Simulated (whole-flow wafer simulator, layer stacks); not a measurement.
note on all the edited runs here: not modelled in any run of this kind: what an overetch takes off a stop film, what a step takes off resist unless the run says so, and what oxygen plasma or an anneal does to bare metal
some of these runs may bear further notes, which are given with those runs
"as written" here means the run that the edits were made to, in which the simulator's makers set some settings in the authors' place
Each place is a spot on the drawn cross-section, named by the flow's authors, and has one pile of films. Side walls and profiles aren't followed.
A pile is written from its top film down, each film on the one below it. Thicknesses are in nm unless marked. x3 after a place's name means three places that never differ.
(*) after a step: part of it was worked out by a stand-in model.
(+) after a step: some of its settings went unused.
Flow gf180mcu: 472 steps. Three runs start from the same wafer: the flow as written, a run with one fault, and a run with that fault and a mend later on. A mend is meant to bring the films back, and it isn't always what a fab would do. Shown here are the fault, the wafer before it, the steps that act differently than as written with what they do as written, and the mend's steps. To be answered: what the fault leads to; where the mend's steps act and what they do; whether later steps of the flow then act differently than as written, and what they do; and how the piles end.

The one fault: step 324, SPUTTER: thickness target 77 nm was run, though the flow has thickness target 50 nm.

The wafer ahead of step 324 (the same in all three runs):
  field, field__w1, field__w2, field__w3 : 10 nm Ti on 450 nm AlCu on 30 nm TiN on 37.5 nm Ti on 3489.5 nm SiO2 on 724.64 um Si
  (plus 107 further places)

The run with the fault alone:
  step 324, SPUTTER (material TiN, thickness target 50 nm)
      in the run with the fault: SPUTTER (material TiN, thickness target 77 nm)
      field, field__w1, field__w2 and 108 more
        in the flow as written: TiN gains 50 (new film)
        in the run with the fault: TiN gains 77 (new film)
  Steps further on in the flow that do not act as written (3 more steps, not shown, differ only slightly: by at most 2% or 0.5 nm, whichever is larger):
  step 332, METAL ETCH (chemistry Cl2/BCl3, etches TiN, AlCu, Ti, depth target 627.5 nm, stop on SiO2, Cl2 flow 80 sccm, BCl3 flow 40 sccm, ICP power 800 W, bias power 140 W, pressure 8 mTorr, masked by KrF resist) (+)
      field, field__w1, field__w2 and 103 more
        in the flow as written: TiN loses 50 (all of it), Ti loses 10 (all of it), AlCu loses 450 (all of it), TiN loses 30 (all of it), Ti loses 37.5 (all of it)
        in the run with the fault: TiN loses 77 (all of it), Ti loses 10 (all of it), AlCu loses 450 (all of it), TiN loses 30 (all of it), Ti loses 37.5 (all of it)
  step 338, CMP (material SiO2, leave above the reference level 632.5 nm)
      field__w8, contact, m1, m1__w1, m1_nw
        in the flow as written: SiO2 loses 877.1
        in the run with the fault: SiO2 loses 904.1
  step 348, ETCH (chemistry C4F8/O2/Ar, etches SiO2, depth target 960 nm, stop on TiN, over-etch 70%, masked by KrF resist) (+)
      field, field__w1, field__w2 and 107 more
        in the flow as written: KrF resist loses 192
        in the run with the fault: KrF resist loses 185.5
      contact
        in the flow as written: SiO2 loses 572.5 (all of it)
        in the run with the fault: SiO2 loses 545.5 (all of it)
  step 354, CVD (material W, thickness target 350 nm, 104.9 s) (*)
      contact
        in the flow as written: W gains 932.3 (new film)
        in the run with the fault: W gains 905 (new film)
  At field__w8, contact, m1, m1__w1, m1_nw, the piles at the end differ from the flow's by more than 2% or 0.5 nm, whichever is larger.
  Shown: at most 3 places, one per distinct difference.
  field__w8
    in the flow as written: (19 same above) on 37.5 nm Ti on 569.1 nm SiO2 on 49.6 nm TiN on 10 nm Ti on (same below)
    in the run with the fault: (19 same above) on 37.5 nm Ti on 542.1 nm SiO2 on 76.6 nm TiN on 10 nm Ti on (same below)
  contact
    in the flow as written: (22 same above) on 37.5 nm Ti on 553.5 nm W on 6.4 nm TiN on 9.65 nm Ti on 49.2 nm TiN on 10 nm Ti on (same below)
    in the run with the fault: (22 same above) on 37.5 nm Ti on 526.2 nm W on 6.51 nm TiN on 9.81 nm Ti on 76.2 nm TiN on 10 nm Ti on (same below)

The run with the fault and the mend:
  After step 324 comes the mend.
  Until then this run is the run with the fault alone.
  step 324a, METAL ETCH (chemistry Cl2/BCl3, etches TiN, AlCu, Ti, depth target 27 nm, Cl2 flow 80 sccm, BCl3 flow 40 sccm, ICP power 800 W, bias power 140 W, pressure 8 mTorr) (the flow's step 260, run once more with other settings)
      field, field__w1, field__w2 and 108 more
        TiN loses 27
  Every later step of the flow that is run acts as written at every place that is followed.
  By the end, the piles equal the flow's at every place that both follow.
